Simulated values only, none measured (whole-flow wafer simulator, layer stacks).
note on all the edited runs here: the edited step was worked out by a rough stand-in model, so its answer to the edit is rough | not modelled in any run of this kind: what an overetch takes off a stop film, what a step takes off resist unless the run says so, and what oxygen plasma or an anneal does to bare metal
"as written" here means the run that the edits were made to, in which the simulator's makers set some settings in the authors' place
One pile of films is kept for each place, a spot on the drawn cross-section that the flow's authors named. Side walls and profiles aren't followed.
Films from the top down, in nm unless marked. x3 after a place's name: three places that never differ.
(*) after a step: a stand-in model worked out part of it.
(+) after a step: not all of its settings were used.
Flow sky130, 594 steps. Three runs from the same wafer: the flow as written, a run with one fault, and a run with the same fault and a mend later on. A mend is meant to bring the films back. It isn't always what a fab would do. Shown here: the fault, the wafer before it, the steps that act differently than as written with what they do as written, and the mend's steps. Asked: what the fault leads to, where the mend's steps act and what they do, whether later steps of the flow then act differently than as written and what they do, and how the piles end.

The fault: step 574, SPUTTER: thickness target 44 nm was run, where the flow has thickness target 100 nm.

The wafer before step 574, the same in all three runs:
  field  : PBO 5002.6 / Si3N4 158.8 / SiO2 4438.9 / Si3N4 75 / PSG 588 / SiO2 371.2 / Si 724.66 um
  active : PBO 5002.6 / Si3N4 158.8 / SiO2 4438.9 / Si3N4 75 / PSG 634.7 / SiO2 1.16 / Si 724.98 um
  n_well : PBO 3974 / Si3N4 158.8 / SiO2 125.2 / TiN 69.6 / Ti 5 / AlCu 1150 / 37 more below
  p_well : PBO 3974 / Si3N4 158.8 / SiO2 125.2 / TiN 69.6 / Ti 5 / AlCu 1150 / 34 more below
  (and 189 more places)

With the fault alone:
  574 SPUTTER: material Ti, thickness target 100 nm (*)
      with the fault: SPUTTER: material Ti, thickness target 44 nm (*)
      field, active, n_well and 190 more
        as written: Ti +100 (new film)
        with the fault: Ti +44 (new film)
  Later steps of the flow that act differently than as written (7 more steps differ only slightly, by at most 2% or 0.5 nm, whichever is larger, and aren't shown):
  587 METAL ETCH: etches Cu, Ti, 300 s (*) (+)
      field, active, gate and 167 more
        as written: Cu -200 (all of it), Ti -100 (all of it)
        with the fault: Cu -200 (all of it), Ti -44 (all of it)
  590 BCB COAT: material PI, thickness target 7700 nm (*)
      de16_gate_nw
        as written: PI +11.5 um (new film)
        with the fault: PI +11.45 um (new film)
  At the end the piles differ from the flow's by more than 2% or 0.5 nm, whichever is larger, at n_well, p_well, sd_n and 20 more.
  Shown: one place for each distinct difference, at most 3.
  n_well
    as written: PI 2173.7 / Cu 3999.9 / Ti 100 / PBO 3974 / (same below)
    with the fault: PI 2210.1 / Cu 3999.9 / Ti 44 / PBO 3974 / (same below)
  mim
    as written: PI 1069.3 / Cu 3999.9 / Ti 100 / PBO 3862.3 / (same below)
    with the fault: PI 1121.7 / Cu 3999.9 / Ti 44 / PBO 3862.3 / (same below)
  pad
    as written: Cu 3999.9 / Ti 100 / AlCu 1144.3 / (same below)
    with the fault: Cu 3999.9 / Ti 44 / AlCu 1144.3 / (same below)

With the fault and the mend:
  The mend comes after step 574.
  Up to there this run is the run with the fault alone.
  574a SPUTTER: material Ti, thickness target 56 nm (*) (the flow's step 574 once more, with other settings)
      field, active, n_well and 190 more
        Ti +56
  No later step of the flow acts differently than as written at any place that is followed.
  At the end the piles are the same as the flow's at every place that both follow.
